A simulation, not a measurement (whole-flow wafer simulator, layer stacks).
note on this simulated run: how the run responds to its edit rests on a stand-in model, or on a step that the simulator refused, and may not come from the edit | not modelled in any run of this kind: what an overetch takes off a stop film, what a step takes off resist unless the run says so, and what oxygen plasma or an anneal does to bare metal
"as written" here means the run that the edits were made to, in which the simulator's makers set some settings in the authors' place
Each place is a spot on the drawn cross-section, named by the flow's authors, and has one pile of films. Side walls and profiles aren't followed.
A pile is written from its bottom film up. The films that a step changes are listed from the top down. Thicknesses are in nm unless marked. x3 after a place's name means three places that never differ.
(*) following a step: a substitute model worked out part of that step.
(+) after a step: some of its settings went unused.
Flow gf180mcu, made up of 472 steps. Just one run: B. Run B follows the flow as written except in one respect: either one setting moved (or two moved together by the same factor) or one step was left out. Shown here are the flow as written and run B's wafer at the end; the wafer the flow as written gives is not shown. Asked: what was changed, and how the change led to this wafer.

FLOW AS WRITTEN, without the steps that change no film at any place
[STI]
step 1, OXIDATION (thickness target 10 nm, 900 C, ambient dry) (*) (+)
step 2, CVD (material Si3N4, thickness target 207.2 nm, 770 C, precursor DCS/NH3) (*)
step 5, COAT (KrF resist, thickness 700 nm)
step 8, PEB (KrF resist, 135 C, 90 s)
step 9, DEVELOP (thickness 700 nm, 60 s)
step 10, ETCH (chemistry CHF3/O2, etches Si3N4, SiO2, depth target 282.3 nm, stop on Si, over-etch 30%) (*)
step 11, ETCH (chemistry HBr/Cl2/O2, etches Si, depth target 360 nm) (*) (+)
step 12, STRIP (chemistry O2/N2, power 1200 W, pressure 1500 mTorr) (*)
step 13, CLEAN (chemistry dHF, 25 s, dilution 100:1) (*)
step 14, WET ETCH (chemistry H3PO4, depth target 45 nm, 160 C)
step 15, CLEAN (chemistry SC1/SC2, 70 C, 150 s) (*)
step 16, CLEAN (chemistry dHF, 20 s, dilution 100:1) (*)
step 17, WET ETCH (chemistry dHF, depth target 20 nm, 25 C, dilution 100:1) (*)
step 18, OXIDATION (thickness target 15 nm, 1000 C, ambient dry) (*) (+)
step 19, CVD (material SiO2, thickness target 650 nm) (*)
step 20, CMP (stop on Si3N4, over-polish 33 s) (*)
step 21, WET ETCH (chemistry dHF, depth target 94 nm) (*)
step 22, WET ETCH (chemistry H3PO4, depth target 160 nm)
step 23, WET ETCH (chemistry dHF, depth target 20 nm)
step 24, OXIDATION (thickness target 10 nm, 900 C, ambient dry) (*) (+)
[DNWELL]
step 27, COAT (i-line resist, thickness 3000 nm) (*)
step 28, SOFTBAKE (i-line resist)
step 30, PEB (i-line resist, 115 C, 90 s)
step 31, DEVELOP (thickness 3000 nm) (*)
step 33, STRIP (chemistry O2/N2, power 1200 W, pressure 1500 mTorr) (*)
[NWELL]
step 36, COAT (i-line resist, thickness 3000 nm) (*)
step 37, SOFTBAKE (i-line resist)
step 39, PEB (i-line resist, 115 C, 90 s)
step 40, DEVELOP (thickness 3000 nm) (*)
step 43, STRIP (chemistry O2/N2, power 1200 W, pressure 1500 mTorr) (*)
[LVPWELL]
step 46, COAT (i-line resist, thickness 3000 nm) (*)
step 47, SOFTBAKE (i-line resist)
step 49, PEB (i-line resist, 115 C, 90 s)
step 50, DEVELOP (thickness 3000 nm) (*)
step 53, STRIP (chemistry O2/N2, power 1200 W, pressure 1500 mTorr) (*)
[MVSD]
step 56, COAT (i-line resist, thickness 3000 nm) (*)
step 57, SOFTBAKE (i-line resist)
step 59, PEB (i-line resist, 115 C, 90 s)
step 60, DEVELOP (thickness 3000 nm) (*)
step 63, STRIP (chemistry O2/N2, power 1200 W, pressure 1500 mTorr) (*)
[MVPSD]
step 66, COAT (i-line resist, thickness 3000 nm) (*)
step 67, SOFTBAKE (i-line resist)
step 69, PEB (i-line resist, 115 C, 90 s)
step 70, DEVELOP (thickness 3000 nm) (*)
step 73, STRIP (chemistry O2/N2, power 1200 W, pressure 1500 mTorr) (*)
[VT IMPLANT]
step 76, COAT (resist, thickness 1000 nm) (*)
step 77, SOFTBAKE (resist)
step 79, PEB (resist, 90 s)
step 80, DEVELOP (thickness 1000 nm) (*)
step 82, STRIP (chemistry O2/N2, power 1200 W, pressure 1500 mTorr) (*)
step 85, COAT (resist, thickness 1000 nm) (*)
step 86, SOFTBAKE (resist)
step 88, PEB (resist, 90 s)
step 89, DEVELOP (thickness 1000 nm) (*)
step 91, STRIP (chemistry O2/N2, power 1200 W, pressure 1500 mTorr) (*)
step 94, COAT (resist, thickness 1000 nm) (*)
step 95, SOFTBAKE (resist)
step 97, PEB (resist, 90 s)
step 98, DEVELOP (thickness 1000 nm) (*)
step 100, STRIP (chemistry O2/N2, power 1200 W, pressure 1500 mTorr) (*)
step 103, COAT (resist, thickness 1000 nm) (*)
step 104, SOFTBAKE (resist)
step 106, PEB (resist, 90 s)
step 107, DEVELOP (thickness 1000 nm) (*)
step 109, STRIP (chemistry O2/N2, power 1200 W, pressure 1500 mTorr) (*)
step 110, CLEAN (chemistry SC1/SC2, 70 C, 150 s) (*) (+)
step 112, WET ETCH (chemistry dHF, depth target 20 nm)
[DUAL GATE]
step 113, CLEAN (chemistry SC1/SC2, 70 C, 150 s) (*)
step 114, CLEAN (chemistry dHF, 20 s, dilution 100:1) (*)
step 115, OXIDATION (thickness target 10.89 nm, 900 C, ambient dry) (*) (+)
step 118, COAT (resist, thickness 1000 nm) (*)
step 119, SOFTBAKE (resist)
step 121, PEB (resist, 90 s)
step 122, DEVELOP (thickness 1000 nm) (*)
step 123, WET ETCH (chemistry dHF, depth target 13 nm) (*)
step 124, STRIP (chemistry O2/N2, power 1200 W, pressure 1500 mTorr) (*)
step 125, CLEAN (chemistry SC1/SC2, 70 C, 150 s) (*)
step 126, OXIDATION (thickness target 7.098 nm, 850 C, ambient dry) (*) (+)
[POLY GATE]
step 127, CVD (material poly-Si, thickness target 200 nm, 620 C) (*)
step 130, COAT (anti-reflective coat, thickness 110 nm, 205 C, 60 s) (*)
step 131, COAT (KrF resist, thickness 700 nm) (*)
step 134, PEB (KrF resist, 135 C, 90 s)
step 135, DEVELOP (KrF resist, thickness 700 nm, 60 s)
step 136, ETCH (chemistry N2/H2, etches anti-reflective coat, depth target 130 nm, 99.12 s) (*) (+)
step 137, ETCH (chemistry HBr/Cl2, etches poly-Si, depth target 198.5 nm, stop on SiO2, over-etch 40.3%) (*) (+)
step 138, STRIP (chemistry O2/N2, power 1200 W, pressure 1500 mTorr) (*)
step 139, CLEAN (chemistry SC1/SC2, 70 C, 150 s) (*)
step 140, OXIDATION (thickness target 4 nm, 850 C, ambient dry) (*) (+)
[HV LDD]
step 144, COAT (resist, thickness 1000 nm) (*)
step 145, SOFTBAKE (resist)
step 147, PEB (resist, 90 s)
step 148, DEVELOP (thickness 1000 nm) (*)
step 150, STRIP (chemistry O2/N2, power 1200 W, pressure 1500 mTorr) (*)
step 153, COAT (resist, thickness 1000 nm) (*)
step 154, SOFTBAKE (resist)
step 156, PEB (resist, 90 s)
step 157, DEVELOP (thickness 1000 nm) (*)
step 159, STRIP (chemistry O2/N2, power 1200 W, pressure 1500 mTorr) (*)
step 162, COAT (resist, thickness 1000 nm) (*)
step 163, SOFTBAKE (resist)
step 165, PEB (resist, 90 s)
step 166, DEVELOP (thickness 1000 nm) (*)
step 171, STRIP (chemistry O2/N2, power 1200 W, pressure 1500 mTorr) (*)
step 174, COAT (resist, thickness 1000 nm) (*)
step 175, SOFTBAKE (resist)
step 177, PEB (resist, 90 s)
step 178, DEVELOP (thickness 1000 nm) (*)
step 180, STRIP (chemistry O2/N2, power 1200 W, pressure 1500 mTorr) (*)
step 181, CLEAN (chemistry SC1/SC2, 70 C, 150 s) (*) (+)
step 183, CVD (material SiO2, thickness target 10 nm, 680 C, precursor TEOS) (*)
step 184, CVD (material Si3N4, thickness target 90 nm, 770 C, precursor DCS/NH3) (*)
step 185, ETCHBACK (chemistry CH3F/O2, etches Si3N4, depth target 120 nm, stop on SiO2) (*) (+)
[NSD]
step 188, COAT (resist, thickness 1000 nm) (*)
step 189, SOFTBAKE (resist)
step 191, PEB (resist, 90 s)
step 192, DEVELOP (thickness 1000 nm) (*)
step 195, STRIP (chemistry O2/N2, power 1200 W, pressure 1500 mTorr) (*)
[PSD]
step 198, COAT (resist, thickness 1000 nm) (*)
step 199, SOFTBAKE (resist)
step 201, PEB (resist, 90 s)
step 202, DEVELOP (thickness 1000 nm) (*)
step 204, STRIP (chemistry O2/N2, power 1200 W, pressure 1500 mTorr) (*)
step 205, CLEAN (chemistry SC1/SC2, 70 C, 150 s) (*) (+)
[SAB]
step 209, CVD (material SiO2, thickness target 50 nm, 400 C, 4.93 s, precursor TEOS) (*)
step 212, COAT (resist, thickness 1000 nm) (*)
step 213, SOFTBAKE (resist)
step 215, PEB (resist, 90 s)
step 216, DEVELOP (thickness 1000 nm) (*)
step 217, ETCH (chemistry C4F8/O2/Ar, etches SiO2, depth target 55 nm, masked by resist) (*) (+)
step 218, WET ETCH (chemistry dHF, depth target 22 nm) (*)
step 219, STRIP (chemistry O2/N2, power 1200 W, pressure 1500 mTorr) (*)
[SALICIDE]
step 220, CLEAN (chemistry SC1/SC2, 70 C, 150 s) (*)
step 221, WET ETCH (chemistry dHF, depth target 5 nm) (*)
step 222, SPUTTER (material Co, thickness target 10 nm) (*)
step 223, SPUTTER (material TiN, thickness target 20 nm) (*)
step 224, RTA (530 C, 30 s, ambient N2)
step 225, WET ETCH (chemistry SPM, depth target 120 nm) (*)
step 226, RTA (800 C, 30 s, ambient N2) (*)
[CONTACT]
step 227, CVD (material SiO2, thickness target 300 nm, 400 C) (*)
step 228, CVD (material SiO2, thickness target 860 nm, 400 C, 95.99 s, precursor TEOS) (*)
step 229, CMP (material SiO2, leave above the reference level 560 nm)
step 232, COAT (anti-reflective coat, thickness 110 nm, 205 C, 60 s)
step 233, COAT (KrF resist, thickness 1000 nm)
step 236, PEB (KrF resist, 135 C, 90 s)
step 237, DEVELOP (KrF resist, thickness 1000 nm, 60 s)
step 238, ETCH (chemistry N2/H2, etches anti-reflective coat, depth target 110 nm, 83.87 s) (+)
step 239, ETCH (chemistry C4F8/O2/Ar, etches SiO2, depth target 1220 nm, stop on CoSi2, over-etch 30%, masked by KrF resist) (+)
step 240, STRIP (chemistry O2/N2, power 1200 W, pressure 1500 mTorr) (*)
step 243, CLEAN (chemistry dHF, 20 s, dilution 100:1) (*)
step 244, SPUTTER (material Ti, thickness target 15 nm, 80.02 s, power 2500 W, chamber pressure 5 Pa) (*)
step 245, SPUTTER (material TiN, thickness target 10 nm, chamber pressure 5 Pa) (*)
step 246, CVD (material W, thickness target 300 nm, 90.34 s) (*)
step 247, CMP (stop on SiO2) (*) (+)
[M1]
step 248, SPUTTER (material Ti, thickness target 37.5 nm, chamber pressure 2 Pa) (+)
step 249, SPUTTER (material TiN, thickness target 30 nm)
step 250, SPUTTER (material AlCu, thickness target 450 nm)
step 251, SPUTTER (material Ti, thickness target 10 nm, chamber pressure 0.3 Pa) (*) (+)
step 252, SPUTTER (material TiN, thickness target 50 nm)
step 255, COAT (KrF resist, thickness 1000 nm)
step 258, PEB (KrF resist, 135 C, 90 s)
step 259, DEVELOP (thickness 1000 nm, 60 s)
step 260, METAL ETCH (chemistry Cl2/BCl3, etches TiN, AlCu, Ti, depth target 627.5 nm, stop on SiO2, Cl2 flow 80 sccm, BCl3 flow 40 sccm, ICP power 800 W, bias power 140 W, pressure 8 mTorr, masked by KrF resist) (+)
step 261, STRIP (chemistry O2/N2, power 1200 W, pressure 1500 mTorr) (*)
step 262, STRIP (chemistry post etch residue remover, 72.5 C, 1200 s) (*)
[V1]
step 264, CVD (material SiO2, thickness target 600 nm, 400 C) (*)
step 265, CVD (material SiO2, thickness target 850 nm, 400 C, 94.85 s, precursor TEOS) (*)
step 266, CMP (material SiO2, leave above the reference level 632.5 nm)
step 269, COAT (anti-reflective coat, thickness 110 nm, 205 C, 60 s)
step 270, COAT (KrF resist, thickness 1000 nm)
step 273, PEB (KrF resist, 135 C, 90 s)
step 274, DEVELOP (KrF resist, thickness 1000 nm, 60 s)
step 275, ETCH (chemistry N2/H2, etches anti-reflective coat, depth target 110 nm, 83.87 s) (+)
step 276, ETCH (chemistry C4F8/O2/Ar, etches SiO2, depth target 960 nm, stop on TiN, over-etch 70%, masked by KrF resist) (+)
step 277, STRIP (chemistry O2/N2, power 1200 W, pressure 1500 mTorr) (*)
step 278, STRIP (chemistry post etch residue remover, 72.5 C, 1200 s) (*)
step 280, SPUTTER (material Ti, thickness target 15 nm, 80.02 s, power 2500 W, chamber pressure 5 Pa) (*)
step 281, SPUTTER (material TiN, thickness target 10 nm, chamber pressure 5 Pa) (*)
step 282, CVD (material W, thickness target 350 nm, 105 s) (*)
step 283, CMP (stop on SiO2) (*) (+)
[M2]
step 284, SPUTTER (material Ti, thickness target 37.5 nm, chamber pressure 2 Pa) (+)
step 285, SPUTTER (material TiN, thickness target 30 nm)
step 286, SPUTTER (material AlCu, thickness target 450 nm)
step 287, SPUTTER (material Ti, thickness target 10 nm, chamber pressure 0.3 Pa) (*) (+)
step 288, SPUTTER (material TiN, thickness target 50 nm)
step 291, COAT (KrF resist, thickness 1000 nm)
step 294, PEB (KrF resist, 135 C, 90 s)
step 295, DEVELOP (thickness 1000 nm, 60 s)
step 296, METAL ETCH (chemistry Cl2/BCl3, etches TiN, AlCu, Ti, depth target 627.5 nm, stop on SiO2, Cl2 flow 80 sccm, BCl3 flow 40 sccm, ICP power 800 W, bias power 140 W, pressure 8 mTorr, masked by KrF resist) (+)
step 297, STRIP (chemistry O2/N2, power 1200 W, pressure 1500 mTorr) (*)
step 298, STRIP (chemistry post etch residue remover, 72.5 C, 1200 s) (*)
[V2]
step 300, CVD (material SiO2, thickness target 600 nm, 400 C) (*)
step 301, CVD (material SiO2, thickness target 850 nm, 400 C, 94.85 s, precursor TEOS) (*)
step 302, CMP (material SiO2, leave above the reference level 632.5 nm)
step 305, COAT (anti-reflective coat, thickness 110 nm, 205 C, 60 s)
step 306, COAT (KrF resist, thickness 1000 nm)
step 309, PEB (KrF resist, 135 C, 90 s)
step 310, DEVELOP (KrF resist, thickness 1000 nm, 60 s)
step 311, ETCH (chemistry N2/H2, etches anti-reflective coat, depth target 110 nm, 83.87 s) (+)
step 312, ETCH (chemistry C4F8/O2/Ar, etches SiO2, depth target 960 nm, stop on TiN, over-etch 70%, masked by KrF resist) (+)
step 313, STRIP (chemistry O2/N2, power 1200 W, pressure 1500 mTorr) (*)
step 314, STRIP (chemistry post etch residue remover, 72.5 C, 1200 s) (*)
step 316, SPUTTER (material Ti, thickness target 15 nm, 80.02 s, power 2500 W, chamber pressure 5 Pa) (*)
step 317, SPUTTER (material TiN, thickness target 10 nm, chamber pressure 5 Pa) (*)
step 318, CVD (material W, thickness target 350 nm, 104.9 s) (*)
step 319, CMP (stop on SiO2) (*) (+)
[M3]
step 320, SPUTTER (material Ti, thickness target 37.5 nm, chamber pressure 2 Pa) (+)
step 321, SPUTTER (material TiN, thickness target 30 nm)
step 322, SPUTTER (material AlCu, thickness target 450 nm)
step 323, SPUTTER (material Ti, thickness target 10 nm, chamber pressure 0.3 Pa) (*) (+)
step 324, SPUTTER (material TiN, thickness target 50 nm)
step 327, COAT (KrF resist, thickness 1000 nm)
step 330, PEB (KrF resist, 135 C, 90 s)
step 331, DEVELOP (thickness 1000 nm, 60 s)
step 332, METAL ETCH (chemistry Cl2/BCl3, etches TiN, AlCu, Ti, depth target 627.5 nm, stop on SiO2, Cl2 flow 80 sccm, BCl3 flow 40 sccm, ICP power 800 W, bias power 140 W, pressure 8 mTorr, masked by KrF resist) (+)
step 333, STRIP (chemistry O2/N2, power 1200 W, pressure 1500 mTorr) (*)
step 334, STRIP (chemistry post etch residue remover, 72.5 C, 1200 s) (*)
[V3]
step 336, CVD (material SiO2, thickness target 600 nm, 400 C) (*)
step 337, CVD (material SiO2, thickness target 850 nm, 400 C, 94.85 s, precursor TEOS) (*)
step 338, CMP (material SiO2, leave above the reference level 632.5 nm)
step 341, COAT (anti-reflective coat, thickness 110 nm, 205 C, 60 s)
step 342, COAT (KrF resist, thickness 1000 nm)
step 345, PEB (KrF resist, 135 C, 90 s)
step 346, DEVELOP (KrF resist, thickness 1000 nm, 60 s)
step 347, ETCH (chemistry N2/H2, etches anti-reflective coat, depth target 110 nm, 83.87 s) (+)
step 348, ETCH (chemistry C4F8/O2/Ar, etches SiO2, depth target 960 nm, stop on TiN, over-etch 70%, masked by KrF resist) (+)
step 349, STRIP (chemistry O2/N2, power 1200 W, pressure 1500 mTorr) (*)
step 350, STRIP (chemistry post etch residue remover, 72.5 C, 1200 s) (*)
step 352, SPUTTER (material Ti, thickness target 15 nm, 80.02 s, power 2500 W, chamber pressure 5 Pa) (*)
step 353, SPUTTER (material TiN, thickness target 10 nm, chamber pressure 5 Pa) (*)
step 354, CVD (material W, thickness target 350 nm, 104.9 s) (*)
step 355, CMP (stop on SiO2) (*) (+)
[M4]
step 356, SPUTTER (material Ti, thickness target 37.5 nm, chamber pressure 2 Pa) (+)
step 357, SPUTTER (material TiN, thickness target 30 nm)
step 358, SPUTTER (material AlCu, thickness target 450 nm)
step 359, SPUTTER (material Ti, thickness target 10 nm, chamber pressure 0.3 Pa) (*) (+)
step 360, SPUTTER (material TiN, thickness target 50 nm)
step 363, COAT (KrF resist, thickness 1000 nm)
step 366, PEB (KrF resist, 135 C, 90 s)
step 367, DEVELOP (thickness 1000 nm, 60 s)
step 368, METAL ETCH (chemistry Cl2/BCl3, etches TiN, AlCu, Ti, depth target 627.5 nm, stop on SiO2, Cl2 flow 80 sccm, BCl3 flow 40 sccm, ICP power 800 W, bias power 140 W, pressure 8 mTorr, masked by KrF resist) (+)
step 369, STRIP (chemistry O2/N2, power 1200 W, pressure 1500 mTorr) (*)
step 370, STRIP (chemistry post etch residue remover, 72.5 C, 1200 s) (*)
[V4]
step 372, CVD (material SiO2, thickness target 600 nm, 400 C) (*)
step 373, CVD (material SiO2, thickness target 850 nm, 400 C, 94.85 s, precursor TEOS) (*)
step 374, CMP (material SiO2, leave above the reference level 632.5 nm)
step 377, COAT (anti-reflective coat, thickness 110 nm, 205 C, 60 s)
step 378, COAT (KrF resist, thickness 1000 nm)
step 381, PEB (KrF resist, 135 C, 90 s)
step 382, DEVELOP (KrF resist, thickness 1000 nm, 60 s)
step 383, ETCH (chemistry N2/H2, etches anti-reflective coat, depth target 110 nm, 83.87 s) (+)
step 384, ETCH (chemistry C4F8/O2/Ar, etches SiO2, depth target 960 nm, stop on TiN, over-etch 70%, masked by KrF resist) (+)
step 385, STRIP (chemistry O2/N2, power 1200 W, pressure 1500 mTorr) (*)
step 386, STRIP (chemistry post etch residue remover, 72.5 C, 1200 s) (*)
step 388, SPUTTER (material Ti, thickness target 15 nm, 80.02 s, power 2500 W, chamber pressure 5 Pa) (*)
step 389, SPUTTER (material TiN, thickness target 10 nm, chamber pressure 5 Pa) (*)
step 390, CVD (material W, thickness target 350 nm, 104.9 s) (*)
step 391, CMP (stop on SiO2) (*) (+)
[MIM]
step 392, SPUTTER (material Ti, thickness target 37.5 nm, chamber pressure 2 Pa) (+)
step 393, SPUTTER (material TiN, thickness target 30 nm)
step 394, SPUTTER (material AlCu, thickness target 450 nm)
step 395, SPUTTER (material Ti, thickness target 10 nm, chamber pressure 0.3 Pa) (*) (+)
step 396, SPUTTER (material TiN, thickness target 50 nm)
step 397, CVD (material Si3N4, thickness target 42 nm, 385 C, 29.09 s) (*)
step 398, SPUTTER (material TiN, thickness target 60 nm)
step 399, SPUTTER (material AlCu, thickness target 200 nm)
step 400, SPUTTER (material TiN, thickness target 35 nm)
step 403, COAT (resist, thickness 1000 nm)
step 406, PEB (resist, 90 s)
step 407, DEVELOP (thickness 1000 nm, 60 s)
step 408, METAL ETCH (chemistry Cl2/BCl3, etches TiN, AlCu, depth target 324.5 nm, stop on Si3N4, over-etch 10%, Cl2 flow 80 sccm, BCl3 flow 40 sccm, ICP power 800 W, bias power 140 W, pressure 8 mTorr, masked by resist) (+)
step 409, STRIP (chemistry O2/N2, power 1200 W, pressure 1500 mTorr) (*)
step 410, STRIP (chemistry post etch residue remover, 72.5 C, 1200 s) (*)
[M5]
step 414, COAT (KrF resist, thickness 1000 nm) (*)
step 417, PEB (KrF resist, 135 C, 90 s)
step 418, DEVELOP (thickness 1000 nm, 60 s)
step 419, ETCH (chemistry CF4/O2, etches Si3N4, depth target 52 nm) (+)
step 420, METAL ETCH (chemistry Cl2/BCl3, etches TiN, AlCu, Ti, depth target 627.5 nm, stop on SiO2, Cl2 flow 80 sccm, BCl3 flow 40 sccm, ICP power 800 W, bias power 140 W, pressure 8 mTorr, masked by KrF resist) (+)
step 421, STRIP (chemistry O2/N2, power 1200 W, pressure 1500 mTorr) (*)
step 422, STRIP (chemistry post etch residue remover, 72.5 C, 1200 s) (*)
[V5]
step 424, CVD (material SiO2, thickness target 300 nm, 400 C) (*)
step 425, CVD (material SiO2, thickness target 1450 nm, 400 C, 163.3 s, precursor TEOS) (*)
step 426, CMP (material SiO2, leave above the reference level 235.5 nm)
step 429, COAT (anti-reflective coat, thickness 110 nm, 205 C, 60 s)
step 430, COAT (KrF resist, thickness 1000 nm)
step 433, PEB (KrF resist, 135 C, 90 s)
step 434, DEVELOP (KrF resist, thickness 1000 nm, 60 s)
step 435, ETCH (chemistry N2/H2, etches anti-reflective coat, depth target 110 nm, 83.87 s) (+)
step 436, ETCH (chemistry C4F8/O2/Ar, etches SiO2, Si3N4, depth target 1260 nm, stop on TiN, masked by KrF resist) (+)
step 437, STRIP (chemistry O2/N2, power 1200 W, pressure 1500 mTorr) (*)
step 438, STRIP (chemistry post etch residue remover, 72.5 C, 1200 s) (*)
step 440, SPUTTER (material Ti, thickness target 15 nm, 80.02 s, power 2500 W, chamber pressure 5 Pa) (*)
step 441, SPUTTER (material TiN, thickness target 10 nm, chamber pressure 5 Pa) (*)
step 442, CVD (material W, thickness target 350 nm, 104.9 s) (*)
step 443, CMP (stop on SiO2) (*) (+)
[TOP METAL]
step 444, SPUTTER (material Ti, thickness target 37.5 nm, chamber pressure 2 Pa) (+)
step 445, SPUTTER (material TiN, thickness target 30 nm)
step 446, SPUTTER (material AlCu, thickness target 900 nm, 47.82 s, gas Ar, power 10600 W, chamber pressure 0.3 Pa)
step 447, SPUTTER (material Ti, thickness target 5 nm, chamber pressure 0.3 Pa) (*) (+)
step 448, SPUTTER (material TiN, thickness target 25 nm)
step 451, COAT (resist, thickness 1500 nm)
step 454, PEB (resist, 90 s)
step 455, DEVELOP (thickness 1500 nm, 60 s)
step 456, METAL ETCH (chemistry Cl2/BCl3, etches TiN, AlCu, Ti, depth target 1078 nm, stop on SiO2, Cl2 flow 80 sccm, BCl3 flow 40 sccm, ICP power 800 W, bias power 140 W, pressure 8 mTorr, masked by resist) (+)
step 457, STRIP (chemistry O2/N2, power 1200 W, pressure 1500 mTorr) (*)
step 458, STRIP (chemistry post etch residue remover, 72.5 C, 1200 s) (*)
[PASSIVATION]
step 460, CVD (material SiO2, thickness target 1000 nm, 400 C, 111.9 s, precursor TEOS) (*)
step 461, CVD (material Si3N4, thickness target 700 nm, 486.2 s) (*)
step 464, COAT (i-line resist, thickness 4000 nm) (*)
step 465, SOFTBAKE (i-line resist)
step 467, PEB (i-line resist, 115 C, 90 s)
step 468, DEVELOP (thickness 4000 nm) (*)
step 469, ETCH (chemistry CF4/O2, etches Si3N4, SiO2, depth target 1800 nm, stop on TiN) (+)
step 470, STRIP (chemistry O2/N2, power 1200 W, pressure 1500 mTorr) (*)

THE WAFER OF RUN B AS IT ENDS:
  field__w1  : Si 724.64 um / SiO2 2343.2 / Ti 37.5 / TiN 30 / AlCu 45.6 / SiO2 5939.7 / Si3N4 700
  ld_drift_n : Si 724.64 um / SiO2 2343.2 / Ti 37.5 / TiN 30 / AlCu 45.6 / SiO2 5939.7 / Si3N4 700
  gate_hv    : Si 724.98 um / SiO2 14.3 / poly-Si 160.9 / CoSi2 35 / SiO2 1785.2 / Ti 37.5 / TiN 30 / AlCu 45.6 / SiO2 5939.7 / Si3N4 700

What caused this: step 286, SPUTTER: thickness target 618.8 nm was run, while the flow as written has thickness target 450 nm.

Step by step, how the change led to this:
  step 286, SPUTTER (material AlCu, thickness target 450 nm)
      field, field__w1, field__w2 and 108 more: +618.8 AlCu (new film) (it would be, as written: +450 AlCu (new film))
  step 296, METAL ETCH (chemistry Cl2/BCl3, etches TiN, AlCu, Ti, depth target 627.5 nm, stop on SiO2, Cl2 flow 80 sccm, BCl3 flow 40 sccm, ICP power 800 W, bias power 140 W, pressure 8 mTorr, masked by KrF resist) (+)
      field, field__w1, field__w2 and 103 more: -50 TiN (all of it), -10 Ti (all of it), -567.5 AlCu (it would be, as written: -50 TiN (all of it), -10 Ti (all of it), -450 AlCu (all of it), -30 TiN (all of it), -37.5 Ti (all of it))
  step 298, STRIP (chemistry post etch residue remover, 72.5 C, 1200 s) (*)
      field, field__w1, field__w2 and 103 more: -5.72 AlCu (it would be, as written: nothing)
  step 300, CVD (material SiO2, thickness target 600 nm, 400 C) (*)
      field, field__w1, field__w2 and 103 more: +600 SiO2 (new film) (it would be, as written: +600 SiO2)
  step 302, CMP (material SiO2, leave above the reference level 632.5 nm)
      field, field__w1, field__w2 and 103 more: -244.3 SiO2 (it would be, as written: -300 SiO2)
Taking metal films that touch as one body, field__w1 has 1 body; the flow as written gives 0 bodies.
Taking metal films that touch as one body, ld_drift_n has 1 body; the flow as written gives 0 bodies.
Taking metal films that touch as one body, gate_hv has 2 bodies (between them, from the top down: SiO2 1785.2); the flow as written gives 1 body.
